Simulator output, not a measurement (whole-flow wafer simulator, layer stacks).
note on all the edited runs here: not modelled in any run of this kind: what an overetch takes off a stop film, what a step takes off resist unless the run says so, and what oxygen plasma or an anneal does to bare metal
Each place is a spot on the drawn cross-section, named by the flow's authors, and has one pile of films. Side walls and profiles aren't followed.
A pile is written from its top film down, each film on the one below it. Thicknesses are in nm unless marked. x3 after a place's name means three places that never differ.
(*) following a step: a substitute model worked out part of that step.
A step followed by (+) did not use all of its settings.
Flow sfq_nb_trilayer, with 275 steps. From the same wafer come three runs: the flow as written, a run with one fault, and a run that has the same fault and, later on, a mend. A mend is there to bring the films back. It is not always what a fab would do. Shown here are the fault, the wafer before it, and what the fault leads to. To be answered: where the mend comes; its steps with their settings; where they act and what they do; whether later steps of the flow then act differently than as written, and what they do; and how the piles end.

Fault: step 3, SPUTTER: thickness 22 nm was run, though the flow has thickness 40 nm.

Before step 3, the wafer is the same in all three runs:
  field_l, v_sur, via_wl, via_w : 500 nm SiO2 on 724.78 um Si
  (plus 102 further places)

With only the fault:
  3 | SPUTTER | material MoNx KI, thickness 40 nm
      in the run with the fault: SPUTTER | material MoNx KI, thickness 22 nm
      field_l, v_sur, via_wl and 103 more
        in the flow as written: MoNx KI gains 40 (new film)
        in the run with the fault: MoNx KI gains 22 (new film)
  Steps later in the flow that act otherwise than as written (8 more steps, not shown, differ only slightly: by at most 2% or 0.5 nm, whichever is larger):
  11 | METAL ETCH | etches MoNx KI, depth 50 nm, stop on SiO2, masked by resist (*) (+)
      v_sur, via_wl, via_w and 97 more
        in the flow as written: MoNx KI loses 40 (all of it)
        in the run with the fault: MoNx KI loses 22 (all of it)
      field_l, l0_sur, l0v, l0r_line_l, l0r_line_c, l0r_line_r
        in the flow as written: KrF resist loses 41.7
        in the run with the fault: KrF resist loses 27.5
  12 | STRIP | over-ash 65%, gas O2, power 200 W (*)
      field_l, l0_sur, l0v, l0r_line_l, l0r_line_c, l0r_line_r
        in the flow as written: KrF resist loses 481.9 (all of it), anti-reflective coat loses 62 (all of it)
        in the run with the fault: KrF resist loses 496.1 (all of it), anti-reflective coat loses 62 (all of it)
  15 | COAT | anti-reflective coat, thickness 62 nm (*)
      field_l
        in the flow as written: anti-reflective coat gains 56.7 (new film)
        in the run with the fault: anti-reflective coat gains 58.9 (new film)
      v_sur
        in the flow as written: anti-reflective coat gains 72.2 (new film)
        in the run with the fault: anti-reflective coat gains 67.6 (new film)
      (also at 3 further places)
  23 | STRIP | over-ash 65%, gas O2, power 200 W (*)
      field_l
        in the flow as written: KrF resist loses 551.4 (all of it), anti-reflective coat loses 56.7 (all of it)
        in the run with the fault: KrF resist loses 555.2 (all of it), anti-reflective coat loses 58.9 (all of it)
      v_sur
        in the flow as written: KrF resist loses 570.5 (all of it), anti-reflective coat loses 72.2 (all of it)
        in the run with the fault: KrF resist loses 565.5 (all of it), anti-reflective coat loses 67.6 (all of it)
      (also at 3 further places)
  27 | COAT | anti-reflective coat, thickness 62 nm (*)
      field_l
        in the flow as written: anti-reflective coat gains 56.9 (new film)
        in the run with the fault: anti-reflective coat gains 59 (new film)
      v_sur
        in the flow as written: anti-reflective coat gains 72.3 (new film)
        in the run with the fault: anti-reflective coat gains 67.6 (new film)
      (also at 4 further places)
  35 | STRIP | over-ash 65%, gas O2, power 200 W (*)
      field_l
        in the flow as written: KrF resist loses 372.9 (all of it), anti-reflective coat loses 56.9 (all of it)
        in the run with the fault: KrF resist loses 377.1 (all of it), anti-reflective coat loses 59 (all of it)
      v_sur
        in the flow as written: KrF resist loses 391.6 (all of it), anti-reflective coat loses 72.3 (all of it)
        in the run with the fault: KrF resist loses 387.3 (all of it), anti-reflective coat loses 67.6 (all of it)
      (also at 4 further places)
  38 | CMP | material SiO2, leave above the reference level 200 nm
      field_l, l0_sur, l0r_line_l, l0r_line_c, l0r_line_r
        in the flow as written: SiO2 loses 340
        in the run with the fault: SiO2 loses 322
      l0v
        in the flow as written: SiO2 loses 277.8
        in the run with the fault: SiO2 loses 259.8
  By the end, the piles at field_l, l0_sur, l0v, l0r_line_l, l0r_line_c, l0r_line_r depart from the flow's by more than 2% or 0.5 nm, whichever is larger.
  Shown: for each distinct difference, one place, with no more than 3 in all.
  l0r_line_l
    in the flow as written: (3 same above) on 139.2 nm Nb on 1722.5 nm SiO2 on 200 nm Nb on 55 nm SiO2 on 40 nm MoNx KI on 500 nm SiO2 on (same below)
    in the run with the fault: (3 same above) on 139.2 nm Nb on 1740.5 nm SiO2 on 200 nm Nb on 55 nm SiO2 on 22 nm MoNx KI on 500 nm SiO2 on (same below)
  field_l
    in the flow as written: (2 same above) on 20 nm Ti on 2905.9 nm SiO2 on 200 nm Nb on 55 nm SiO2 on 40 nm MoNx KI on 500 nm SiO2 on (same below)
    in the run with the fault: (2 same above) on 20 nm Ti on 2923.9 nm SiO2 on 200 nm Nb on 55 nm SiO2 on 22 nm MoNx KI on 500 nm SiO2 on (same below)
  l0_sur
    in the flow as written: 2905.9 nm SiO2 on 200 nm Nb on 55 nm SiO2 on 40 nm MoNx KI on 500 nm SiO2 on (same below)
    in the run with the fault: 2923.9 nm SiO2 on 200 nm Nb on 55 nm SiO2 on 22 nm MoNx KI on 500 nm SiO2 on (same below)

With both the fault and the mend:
  After step 9 comes the mend.
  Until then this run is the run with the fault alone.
  9a | STRIP | over-ash 65%, gas O2, power 200 W (*)
      v_sur, via_wl, via_w and 97 more
        anti-reflective coat loses 62 (all of it)
      field_l, l0_sur, l0v, l0r_line_l, l0r_line_c, l0r_line_r
        KrF resist loses 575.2 (all of it), anti-reflective coat loses 62 (all of it)
  9b | SPUTTER | material MoNx KI, thickness 18 nm (the flow's step 3 again, with other settings)
      field_l, v_sur, via_wl and 103 more
        MoNx KI gains 18
  9c | COAT | anti-reflective coat, thickness 62 nm (the flow's step 4 again)
      field_l, v_sur, via_wl and 103 more
        anti-reflective coat gains 62 (new film)
  9d | COAT | KrF resist, thickness 600 nm (the flow's step 5 again)
      field_l, v_sur, via_wl and 103 more
        KrF resist gains 600 (new film)
  9e | SOFTBAKE | KrF resist (the flow's step 6 again)
      alters no film at any place that is followed
  9f | EXPOSE | photomask L0, dose 11.59 mJ/cm2, NA 0.6, wavelength 248 nm (*) (the flow's step 7 again)
      alters no film at any place that is followed
  9g | PEB | KrF resist, 90 s (the flow's step 8 again)
      field_l, v_sur, via_wl and 103 more
        KrF resist loses 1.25
  9h | DEVELOP | KrF resist, thickness 600 nm, 60 s (the flow's step 9 again)
      v_sur, via_wl, via_w and 97 more
        KrF resist loses 598.7 (all of it)
      field_l, l0_sur, l0v, l0r_line_l, l0r_line_c, l0r_line_r
        KrF resist loses 23.5
  None of the later steps of the flow acts differently than as written at any place that is followed.
  The piles end the same as the flow's at every place that both follow.
